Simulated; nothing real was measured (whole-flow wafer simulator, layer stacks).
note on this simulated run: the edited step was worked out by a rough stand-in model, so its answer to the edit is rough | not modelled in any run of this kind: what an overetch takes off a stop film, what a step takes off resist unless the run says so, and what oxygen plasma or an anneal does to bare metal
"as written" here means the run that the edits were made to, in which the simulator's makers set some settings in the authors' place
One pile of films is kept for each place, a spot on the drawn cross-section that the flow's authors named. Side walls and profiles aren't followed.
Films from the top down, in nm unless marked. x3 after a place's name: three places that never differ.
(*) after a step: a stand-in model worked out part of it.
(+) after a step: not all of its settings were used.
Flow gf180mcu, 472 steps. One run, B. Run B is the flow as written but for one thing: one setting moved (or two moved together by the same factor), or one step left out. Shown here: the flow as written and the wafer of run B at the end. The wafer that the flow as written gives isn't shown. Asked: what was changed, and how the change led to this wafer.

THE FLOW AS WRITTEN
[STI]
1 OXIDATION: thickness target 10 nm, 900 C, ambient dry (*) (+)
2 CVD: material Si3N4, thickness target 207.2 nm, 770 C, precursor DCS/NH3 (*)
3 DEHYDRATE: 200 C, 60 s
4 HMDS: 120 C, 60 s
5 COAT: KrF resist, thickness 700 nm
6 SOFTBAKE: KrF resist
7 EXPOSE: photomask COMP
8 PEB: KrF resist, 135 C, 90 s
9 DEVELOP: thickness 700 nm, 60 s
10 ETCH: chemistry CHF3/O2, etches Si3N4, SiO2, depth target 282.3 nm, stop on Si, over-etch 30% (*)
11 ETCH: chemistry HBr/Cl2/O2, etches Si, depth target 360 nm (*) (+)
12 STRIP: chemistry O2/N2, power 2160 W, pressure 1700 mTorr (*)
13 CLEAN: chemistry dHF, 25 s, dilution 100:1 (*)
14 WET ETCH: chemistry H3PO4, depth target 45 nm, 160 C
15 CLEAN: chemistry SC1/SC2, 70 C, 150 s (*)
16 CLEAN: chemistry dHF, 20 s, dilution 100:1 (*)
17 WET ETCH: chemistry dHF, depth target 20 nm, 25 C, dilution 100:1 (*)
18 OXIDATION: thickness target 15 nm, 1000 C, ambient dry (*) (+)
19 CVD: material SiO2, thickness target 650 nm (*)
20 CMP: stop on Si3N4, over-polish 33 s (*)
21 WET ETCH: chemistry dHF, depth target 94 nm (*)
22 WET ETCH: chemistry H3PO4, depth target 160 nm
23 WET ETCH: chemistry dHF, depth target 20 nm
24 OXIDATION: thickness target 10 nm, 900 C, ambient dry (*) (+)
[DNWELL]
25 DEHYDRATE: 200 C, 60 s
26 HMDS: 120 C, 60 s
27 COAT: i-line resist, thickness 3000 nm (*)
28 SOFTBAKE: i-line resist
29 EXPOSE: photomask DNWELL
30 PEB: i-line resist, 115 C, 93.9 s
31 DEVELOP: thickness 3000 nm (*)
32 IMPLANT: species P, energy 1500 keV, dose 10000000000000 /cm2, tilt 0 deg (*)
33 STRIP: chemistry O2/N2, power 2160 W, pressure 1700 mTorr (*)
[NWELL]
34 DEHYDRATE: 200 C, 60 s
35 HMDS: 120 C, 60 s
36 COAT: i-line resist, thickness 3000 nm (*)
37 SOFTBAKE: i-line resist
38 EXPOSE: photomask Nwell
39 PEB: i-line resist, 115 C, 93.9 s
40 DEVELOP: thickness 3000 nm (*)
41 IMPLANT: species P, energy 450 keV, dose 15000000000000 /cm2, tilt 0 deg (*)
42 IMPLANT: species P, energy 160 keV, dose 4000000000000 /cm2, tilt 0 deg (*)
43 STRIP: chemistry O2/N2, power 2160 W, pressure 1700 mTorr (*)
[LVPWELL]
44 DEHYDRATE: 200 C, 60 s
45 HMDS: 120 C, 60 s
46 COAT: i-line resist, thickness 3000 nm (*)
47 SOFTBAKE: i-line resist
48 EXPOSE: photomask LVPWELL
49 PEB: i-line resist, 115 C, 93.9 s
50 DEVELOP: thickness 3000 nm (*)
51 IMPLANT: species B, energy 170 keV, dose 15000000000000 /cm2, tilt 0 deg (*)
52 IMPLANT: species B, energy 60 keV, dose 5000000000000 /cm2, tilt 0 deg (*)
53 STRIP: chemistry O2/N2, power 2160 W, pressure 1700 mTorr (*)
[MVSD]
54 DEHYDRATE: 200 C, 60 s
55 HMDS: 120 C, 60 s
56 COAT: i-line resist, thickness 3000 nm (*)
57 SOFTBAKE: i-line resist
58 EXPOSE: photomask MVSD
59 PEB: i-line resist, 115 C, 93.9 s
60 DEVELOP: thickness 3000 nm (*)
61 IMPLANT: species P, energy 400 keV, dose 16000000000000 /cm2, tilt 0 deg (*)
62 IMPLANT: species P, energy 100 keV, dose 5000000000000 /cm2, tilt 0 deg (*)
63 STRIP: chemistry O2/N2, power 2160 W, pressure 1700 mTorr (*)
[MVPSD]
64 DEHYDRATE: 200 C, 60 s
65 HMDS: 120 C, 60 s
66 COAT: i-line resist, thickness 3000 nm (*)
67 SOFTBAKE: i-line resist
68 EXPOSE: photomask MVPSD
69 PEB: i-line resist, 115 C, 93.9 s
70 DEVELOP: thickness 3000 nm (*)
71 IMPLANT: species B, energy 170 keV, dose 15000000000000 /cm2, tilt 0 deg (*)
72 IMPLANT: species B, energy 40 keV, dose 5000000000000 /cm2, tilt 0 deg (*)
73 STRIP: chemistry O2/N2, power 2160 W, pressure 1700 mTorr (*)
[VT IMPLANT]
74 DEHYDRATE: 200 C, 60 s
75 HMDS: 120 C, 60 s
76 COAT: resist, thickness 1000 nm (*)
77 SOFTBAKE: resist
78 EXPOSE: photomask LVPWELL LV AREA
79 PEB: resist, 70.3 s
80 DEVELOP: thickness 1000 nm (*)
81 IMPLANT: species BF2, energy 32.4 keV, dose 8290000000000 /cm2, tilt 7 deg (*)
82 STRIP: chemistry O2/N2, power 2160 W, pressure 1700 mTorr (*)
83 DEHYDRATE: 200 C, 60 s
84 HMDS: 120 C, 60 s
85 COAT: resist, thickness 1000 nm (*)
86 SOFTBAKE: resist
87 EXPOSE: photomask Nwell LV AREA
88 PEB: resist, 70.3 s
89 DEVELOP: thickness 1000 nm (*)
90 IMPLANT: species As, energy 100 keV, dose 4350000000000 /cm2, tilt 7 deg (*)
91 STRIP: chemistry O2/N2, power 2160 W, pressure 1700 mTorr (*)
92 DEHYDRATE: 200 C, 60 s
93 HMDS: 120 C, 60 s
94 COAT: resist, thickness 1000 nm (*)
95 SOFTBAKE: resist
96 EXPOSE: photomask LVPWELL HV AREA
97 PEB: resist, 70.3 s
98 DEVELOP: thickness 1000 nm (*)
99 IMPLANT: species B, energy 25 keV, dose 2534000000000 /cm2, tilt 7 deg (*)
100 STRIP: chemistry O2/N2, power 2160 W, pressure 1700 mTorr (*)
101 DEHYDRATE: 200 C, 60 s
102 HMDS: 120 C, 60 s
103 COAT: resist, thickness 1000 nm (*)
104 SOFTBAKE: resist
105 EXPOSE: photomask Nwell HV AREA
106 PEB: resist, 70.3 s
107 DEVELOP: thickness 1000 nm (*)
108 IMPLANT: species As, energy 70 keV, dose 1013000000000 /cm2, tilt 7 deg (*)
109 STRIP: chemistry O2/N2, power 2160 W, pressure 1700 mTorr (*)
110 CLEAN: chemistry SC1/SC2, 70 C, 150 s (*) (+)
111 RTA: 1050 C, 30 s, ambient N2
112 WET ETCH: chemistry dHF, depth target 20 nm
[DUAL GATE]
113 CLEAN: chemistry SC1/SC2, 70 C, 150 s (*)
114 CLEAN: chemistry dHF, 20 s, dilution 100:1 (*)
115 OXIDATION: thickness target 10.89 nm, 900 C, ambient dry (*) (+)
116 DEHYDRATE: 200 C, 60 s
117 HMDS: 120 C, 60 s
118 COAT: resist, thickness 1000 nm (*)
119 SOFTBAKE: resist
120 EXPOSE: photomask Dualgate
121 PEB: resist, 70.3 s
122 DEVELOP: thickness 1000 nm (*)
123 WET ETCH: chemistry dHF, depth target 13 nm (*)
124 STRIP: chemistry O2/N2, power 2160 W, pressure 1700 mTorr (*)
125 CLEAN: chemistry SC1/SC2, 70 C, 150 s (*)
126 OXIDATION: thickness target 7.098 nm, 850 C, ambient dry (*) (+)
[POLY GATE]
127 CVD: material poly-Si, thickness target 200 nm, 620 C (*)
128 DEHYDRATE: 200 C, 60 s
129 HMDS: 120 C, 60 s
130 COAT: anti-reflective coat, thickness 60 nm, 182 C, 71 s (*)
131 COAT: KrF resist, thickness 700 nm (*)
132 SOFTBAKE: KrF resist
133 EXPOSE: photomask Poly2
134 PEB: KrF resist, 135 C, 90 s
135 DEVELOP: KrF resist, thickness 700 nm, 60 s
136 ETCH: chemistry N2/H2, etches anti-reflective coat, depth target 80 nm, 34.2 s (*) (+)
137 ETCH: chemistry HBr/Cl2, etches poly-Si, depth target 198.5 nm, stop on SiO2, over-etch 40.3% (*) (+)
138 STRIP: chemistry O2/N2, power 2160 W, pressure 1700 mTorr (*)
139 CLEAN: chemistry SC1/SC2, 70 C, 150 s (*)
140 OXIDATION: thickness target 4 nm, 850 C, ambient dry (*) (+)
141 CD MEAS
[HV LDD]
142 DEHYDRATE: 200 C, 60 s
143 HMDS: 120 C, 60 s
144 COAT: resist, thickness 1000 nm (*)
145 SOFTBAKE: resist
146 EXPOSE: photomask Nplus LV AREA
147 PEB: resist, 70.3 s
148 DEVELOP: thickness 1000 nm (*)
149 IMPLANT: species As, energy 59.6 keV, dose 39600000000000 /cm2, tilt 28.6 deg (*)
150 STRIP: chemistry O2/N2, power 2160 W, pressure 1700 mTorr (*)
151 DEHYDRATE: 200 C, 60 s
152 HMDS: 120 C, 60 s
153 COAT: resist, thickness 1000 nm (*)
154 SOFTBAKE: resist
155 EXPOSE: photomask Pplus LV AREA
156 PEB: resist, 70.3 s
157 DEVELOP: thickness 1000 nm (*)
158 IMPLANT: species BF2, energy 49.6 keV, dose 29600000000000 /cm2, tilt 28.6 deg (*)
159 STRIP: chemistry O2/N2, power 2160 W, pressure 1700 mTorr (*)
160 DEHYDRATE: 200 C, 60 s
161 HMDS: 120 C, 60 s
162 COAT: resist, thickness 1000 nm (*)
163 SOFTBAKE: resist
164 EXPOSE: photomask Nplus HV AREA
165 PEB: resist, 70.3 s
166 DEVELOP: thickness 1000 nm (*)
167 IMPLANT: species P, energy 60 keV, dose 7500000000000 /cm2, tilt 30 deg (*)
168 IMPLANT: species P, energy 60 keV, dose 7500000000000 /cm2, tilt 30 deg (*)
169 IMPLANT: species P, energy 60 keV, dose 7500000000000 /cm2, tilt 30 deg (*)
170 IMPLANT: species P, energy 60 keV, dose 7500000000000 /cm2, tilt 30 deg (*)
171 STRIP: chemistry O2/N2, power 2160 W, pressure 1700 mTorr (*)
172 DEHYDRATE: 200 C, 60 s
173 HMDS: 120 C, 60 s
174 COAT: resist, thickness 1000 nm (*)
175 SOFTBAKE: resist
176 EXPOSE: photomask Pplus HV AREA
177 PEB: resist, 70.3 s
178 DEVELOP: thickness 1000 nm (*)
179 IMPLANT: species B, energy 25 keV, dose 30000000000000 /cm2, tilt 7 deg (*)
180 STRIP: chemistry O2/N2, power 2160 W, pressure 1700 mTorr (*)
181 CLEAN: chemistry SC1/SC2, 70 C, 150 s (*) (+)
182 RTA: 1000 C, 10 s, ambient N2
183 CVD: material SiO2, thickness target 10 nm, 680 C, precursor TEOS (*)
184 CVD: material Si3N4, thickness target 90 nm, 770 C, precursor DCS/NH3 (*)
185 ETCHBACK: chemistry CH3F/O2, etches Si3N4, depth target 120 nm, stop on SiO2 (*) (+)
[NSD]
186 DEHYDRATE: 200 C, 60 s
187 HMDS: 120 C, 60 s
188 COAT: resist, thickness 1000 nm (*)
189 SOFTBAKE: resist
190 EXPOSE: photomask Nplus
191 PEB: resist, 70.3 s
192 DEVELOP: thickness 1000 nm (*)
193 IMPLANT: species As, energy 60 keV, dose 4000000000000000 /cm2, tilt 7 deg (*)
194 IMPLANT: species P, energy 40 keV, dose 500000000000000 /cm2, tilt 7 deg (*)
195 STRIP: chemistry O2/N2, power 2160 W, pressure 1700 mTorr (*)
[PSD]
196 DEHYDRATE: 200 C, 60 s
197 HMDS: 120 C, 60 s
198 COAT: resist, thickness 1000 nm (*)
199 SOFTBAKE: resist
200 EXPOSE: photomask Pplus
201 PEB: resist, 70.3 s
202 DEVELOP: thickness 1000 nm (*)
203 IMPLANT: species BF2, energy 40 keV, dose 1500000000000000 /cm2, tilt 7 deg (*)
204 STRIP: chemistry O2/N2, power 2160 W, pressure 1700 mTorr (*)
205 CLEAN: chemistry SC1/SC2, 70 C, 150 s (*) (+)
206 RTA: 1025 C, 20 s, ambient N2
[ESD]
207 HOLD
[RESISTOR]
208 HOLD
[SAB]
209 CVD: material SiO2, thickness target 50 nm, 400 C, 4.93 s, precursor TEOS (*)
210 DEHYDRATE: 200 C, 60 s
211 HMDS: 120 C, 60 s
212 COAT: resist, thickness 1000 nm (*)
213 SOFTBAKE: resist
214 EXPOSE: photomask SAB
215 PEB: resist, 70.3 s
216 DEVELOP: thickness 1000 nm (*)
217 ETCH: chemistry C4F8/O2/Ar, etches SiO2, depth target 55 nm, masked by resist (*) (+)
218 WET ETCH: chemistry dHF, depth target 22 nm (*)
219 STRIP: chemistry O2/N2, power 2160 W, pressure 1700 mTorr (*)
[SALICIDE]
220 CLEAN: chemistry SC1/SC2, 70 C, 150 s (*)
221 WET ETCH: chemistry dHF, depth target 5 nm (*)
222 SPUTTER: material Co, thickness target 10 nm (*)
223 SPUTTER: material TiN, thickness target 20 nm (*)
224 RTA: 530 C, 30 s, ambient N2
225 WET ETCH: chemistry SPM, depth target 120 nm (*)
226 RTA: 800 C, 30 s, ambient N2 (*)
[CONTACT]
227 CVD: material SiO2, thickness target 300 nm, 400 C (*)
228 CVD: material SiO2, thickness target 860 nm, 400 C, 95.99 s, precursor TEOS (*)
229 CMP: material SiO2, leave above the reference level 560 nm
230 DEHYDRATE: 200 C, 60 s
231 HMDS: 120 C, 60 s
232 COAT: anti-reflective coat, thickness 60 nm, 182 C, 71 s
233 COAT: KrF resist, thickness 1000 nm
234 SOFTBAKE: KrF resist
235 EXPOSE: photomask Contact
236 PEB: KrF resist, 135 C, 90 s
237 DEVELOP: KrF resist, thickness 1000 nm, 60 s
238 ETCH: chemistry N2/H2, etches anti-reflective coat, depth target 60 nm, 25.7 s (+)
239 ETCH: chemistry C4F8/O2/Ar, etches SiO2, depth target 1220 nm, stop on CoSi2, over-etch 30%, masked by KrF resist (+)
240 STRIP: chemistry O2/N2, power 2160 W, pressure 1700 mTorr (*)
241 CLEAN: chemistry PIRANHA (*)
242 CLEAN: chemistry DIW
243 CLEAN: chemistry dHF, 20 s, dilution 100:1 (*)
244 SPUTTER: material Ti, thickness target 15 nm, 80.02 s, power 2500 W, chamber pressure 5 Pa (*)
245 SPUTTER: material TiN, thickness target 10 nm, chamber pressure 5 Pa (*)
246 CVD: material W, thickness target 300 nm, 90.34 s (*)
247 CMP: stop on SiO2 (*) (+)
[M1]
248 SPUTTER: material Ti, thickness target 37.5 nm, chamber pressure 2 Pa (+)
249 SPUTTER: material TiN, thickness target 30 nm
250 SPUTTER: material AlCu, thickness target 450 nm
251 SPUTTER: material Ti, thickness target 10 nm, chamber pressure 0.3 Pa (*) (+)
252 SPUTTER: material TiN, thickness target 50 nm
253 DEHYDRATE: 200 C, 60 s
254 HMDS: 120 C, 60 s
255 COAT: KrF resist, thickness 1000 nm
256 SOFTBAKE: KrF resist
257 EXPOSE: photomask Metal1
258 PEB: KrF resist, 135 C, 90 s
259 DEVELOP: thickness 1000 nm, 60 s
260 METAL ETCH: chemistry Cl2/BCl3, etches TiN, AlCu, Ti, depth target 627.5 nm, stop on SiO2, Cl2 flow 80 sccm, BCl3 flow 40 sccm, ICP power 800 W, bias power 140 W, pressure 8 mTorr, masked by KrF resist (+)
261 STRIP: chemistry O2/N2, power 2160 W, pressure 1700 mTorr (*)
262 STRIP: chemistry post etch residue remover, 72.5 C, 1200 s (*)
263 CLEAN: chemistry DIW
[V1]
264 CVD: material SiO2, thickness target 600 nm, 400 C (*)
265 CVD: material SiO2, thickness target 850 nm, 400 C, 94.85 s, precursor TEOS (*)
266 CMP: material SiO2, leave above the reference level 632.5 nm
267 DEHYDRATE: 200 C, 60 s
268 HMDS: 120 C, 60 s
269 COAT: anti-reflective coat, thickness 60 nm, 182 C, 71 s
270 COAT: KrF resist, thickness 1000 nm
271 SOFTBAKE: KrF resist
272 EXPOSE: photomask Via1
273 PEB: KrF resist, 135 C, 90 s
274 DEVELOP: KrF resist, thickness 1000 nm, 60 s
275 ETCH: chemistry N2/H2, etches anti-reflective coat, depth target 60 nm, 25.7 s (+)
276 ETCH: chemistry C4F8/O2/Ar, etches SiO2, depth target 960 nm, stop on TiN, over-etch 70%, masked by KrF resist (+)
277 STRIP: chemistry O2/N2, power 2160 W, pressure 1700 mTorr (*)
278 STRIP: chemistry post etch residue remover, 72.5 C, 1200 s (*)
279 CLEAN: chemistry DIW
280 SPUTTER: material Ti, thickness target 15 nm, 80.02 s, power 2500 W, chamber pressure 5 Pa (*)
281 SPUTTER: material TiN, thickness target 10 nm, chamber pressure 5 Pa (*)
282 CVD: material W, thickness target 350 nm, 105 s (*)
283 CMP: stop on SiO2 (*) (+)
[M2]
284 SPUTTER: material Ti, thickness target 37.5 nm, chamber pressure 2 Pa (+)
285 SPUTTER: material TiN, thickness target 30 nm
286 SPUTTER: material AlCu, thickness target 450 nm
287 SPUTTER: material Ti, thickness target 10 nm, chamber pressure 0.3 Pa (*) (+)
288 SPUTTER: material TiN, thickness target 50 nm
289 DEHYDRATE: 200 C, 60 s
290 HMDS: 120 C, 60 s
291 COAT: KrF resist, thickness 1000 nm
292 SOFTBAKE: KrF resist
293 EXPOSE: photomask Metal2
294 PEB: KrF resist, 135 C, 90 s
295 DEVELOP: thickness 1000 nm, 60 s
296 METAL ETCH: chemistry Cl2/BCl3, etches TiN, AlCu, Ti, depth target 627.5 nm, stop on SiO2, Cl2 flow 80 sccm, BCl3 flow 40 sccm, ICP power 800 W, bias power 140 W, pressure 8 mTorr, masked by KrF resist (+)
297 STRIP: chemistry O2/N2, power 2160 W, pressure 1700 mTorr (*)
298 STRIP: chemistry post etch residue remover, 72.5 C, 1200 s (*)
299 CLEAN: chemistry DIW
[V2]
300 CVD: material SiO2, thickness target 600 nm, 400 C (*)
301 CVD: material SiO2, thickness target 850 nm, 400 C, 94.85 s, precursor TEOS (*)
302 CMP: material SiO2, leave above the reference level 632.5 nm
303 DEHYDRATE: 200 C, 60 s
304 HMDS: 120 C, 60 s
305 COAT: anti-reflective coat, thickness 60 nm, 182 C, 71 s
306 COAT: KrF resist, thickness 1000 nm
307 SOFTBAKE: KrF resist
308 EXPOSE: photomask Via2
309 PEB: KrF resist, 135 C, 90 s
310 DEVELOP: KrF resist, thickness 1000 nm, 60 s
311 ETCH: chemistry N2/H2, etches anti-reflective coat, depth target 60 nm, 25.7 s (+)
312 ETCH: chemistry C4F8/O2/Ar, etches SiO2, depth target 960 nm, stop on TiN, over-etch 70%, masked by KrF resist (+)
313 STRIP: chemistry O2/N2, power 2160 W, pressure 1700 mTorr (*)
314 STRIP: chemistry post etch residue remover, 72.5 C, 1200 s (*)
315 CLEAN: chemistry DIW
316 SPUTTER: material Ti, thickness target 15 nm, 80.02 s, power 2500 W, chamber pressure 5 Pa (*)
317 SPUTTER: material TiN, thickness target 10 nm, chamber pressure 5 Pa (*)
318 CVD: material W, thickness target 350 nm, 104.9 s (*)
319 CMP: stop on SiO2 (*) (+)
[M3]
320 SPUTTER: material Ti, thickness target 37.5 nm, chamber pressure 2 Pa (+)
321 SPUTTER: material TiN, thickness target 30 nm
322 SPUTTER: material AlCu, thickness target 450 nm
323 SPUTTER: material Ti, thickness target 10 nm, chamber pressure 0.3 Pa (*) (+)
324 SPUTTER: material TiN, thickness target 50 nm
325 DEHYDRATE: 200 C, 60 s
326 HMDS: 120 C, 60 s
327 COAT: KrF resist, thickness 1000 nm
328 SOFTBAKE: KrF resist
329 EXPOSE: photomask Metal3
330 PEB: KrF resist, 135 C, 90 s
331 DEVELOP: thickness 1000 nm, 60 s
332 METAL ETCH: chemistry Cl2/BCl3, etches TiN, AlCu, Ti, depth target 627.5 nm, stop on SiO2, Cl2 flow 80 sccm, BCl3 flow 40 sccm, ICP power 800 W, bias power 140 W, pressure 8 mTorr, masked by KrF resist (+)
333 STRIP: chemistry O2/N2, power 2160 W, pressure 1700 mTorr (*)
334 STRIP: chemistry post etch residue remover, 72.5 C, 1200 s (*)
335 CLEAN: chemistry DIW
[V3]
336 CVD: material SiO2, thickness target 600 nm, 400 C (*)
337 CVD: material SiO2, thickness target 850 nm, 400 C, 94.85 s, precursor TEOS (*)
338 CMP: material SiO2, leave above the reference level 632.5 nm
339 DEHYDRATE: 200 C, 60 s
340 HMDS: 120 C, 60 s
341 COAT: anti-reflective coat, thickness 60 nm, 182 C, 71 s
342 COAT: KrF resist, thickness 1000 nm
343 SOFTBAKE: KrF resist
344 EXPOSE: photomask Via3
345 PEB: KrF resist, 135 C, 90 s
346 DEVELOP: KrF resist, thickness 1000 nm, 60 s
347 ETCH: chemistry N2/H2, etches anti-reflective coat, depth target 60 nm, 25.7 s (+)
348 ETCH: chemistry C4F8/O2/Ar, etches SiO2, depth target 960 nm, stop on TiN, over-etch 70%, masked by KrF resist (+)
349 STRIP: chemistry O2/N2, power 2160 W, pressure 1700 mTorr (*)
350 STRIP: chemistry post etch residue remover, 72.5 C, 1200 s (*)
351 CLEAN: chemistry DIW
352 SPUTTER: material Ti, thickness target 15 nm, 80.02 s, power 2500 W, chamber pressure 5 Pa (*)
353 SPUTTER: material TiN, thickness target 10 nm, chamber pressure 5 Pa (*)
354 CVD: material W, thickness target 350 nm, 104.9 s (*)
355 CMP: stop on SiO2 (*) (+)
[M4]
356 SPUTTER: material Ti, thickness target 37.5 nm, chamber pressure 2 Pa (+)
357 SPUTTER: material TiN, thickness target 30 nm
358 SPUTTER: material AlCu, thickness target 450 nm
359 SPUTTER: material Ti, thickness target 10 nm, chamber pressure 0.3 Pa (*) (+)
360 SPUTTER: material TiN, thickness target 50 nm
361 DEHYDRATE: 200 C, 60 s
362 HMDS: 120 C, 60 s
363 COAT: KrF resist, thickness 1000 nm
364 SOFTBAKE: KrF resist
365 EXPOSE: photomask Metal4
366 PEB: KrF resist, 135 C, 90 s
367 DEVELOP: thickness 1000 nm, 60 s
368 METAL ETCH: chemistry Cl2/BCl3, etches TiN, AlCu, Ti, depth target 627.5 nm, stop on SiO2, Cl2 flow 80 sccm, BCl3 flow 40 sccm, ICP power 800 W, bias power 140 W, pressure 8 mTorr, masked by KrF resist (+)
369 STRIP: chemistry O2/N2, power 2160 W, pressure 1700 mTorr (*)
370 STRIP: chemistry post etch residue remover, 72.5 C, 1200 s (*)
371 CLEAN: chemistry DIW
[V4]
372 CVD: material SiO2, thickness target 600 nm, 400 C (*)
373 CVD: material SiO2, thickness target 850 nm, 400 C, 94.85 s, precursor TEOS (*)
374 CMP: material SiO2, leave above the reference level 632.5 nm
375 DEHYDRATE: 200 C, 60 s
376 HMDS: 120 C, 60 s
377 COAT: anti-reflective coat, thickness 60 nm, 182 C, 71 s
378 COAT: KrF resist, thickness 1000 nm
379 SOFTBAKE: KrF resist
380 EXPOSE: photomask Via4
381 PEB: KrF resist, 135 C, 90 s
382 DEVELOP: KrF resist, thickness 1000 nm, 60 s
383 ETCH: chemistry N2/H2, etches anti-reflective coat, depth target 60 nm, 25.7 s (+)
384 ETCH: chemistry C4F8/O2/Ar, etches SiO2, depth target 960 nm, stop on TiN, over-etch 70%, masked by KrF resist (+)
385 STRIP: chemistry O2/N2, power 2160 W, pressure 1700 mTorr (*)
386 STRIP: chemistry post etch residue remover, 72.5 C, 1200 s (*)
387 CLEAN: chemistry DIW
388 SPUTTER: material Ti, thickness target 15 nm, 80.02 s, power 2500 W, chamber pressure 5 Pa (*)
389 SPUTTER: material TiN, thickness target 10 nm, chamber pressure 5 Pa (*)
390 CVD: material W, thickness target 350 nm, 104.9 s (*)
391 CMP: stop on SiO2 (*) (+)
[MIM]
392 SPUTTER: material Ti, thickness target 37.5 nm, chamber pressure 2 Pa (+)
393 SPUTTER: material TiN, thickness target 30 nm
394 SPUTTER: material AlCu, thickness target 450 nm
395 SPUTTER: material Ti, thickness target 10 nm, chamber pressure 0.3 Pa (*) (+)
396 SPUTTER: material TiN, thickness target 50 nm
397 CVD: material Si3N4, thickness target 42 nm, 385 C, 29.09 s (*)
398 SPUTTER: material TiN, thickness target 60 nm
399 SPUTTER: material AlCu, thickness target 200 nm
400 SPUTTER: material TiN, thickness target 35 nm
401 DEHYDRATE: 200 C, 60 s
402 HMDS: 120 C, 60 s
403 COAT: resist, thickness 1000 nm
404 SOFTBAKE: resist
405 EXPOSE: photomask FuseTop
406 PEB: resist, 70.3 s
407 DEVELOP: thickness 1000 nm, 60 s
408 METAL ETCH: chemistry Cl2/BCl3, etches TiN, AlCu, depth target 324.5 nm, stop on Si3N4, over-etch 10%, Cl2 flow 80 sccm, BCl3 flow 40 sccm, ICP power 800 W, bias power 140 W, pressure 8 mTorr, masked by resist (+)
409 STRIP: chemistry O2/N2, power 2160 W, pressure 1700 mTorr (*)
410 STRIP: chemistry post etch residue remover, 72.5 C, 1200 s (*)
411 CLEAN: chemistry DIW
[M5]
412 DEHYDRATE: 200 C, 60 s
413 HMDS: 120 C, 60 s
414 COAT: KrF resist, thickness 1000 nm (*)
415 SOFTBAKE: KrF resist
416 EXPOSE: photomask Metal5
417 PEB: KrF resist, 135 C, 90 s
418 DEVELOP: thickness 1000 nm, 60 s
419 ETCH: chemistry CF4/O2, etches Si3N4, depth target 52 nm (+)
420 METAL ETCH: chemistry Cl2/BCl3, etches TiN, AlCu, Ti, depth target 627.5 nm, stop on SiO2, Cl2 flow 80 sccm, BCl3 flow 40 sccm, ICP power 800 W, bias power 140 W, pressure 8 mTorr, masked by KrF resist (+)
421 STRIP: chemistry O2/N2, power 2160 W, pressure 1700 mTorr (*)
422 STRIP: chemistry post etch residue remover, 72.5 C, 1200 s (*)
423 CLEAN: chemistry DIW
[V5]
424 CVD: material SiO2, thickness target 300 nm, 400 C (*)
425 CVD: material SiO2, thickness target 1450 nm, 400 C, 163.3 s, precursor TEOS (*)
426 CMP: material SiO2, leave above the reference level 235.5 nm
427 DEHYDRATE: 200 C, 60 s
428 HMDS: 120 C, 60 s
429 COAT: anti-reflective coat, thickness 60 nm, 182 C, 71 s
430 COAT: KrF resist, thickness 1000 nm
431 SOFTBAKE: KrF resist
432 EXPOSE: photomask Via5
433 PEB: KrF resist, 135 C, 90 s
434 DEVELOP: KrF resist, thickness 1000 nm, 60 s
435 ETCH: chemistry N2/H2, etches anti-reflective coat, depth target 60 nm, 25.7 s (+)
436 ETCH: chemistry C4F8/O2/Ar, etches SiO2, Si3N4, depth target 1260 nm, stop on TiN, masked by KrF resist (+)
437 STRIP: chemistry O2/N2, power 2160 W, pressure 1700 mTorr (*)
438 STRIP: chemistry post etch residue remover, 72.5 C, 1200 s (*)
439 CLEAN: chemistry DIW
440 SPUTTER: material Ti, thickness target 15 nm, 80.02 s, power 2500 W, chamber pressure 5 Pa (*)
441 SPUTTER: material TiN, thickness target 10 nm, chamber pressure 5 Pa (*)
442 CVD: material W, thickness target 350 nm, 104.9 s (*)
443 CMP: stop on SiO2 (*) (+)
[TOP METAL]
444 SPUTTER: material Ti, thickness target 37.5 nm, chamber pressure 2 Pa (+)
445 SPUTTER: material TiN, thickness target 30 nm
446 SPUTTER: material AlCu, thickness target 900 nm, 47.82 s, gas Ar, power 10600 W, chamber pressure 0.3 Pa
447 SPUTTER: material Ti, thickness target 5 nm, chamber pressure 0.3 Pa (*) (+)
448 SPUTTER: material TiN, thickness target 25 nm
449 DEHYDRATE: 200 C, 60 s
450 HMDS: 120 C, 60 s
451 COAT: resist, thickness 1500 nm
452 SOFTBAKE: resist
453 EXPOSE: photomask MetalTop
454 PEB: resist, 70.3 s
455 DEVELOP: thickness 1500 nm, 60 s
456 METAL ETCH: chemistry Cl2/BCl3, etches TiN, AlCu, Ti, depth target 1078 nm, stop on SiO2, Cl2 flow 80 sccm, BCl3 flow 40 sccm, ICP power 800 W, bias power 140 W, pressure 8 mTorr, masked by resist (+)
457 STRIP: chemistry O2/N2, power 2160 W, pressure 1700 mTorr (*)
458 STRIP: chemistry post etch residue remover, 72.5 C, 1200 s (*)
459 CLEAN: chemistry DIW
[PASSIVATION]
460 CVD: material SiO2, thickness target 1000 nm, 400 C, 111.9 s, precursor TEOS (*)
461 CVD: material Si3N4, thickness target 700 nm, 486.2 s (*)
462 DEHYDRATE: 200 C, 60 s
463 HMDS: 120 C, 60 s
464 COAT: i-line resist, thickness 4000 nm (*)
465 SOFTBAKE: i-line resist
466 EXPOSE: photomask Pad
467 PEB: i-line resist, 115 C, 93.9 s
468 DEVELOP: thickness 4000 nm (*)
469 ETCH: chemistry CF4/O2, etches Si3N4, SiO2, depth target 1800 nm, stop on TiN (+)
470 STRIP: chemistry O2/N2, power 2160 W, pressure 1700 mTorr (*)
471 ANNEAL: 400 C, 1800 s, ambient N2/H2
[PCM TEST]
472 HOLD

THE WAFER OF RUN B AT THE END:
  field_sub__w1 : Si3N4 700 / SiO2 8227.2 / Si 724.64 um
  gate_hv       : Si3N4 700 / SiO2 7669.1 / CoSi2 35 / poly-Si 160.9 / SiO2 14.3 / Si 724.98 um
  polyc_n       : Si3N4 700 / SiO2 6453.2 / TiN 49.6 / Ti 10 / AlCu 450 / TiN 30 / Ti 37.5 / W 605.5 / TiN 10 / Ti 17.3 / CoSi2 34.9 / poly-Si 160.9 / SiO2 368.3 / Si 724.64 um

The cause: step 244, SPUTTER: 92.02 s was run, where the flow has 80.02 s.

How the change led to this, step by step:
  244 SPUTTER: material Ti, thickness target 15 nm, 80.02 s, power 2500 W, chamber pressure 5 Pa (*)
      field, field__w1, field__w2 and 107 more: Ti +17.3 (new film) (as written it would be: Ti +15 (new film))
      contact: Ti +9.84 (new film) (as written it would be: Ti +8.55 (new film))
  247 CMP: stop on SiO2 (*) (+)
      field, field__w1, field__w2 and 105 more: W -300 (all of it), TiN -10 (all of it), Ti -17.3 (all of it), SiO2 -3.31 (as written it would be: W -300 (all of it), TiN -10 (all of it), Ti -15 (all of it), SiO2 -3.29)
